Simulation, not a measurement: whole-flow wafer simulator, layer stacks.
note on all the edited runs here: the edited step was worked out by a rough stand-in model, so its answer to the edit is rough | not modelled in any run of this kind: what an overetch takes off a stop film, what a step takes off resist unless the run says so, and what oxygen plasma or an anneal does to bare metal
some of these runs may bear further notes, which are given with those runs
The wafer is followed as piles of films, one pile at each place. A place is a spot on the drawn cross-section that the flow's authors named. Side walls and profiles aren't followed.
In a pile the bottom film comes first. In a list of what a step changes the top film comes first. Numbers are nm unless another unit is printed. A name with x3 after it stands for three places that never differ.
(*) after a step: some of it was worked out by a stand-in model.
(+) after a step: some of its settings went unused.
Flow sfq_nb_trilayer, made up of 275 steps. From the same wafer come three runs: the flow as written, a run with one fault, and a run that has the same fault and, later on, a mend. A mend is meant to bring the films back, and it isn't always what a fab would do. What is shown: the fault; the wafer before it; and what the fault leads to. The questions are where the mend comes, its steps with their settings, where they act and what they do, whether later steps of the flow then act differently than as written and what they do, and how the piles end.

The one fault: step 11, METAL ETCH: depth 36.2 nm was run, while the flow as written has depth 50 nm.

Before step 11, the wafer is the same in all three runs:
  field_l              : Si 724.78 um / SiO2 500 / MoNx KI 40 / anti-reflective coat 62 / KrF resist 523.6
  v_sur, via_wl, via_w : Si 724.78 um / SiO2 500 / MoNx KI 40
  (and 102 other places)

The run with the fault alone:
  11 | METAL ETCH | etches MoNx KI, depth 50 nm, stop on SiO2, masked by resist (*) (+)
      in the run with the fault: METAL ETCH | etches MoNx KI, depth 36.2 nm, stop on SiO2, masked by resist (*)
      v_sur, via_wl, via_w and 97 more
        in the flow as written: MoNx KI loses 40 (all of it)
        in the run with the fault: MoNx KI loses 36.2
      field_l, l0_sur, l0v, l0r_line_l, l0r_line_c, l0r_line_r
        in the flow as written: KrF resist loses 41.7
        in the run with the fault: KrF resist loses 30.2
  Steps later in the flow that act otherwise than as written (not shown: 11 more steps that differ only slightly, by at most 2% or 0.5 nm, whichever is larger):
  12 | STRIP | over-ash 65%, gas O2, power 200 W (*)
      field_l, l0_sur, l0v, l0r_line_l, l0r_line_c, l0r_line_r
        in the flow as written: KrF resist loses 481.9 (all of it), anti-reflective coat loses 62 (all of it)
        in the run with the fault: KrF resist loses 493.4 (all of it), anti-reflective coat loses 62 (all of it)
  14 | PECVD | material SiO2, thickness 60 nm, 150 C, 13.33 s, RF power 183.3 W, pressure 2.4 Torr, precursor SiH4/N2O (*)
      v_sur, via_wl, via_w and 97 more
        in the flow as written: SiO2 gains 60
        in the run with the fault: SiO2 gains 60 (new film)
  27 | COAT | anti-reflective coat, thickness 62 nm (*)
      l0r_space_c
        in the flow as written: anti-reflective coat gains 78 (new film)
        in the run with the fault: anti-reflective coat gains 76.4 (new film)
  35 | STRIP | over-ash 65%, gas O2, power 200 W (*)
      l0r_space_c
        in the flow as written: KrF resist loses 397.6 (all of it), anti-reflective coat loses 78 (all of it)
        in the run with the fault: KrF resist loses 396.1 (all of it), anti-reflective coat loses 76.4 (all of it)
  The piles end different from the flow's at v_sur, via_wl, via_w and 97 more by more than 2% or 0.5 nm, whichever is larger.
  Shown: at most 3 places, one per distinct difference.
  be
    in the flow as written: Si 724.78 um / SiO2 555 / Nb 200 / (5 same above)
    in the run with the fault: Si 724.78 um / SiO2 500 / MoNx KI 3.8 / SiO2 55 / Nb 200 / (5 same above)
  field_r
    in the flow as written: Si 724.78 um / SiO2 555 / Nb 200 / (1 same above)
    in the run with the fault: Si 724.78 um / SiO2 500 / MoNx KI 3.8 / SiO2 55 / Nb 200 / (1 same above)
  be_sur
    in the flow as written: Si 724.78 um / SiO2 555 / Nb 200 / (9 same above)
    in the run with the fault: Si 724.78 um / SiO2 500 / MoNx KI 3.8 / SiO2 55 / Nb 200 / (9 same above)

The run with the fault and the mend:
  The mend follows step 12.
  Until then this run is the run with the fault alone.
  12a | COAT | anti-reflective coat, thickness 62 nm (*) (the flow's step 4 again)
      p4_fl x3, p4_w1 x9, p4_g1 x2 and 59 more
        anti-reflective coat gains 62 (new film)
      gap, jj_sur, ce_l and 6 more
        anti-reflective coat gains 63.5 (new film)
      wire, be, be_sur, r_end, moat, field_r
        anti-reflective coat gains 63.6 (new film)
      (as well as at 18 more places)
  12b | COAT | KrF resist, thickness 600 nm (*) (the flow's step 5 again)
      p4_fl x3, p4_w1 x9, p4_g1 x2 and 59 more
        KrF resist gains 600 (new film)
      jj_sur, ce_l, c5j, ce_r, sp_r, be_r, r_sur
        KrF resist gains 606.1 (new film)
      be_sur, gap, res, r_end
        KrF resist gains 606.2 (new film)
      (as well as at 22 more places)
  12c | SOFTBAKE | KrF resist (the flow's step 6 again)
      does not change any film at any place that is followed
  12d | EXPOSE | photomask L0, dose 11.59 mJ/cm2, NA 0.6, wavelength 248 nm (*) (the flow's step 7 again)
      does not change any film at any place that is followed
  12e | PEB | KrF resist, 90 s (the flow's step 8 again)
      p4_fl x3, p4_w1 x9, p4_g1 x2 and 62 more
        KrF resist loses 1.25
      v_sur, via_w, via_wr and 21 more
        KrF resist loses 1.27
      field_l, l0_sur, l0v
        KrF resist loses 1.24
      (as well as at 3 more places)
  12f | DEVELOP | KrF resist, thickness 600 nm, 60 s (the flow's step 9 again)
      p4_fl x3, p4_w1 x9, p4_g1 x2 and 59 more
        KrF resist loses 598.7 (all of it)
      field_l, l0_sur, l0v, l0r_line_l, l0r_line_c, l0r_line_r
        KrF resist loses 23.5
      ce_l, c5j, ce_r, sp_r, be_r, r_sur
        KrF resist loses 604.8 (all of it)
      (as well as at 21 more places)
  12g | METAL ETCH | etches anti-reflective coat, depth 125 nm, masked by resist (*) (+) (the flow's step 10 again)
      p4_fl x3, p4_w1 x9, p4_g1 x2 and 59 more
        anti-reflective coat loses 62 (all of it)
      gap, jj_sur, ce_l and 6 more
        anti-reflective coat loses 63.5 (all of it)
      field_l, l0_sur, l0v, l0r_line_l, l0r_line_c, l0r_line_r
        KrF resist loses 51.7
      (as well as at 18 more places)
  12h | METAL ETCH | etches MoNx KI, depth 13.8 nm, stop on SiO2, masked by resist (+) (the flow's step 11 again, with other settings)
      v_sur, via_wl, via_w and 97 more
        MoNx KI loses 3.8 (all of it)
      field_l, l0_sur, l0v, l0r_line_l, l0r_line_c, l0r_line_r
        KrF resist loses 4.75
  12i | STRIP | over-ash 65%, gas O2, power 200 W (*) (the flow's step 12 again)
      l0r_line_l, l0r_line_c, l0r_line_r
        KrF resist loses 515 (all of it), anti-reflective coat loses 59 (all of it)
      field_l
        KrF resist loses 510.4 (all of it), anti-reflective coat loses 56.9 (all of it)
      l0_sur
        KrF resist loses 511.9 (all of it), anti-reflective coat loses 54.3 (all of it)
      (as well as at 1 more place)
  Later steps of the flow that are run all act as written at every place that is followed.
  The piles end the same as the flow's at every place that both follow.
